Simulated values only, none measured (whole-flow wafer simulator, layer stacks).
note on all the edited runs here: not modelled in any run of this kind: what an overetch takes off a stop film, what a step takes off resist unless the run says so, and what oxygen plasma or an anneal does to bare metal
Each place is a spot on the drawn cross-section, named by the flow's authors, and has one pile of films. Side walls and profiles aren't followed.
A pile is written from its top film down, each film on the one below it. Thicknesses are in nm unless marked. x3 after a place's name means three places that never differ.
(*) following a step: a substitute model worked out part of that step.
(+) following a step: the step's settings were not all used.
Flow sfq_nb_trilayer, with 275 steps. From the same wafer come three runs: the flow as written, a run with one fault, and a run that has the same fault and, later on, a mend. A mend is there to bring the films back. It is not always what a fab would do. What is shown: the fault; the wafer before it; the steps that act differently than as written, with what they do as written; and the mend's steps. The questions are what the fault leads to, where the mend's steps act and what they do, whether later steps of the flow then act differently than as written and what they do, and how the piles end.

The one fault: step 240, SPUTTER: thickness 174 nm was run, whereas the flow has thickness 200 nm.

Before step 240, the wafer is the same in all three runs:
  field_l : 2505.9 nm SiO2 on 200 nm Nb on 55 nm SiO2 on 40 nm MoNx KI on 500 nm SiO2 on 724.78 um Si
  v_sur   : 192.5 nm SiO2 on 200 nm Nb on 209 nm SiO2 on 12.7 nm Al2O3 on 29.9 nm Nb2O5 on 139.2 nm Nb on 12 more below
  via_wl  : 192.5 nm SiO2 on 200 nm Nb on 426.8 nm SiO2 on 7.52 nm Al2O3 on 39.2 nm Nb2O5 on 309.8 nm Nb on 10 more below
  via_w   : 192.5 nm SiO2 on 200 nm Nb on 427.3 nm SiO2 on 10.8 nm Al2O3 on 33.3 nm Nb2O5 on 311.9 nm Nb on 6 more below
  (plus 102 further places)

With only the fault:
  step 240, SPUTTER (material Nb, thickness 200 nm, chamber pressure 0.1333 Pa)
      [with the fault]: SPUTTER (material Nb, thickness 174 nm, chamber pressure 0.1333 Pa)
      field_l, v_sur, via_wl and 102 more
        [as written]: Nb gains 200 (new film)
        [with the fault]: Nb gains 174 (new film)
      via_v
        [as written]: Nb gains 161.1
        [with the fault]: Nb gains 140.1
  Steps later in the flow that act otherwise than as written (not shown: 4 more steps that differ only slightly, by at most 2% or 0.5 nm, whichever is larger):
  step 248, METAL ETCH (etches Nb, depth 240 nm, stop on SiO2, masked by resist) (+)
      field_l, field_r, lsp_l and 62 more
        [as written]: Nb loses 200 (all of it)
        [with the fault]: Nb loses 174 (all of it)
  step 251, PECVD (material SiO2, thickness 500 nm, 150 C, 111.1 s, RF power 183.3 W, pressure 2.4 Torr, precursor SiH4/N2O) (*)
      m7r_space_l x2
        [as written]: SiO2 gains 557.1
        [with the fault]: SiO2 gains 531.1
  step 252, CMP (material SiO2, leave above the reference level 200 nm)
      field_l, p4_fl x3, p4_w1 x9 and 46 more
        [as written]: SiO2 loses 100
        [with the fault]: SiO2 loses 126
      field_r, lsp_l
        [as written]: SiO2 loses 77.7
        [with the fault]: SiO2 loses 106.6
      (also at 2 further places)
  The piles end different from the flow's at v_sur, via_wl, via_w and 68 more by more than 2% or 0.5 nm, whichever is larger.
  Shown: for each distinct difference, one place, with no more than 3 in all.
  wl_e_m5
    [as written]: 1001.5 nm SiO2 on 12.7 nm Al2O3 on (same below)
    [with the fault]: 975.5 nm SiO2 on 12.7 nm Al2O3 on (same below)
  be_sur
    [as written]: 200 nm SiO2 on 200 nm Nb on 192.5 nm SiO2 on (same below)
    [with the fault]: 200 nm SiO2 on 174 nm Nb on 192.5 nm SiO2 on (same below)
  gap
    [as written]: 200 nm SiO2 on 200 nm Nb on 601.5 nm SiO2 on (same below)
    [with the fault]: 200 nm SiO2 on 174 nm Nb on 601.5 nm SiO2 on (same below)

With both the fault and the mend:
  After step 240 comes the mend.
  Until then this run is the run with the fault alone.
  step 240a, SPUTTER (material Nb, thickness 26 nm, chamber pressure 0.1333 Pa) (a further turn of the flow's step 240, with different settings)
      field_l, v_sur, via_wl and 102 more
        Nb gains 26
      via_v
        Nb gains 18.7
  Every later step of the flow that is run acts as written, at every place that is followed, to within 2% or 0.5 nm, whichever is larger.
  When the end is reached, the piles differ only a little from the flow's at the places that both follow, at most by 2% or 0.5 nm, whichever is larger.
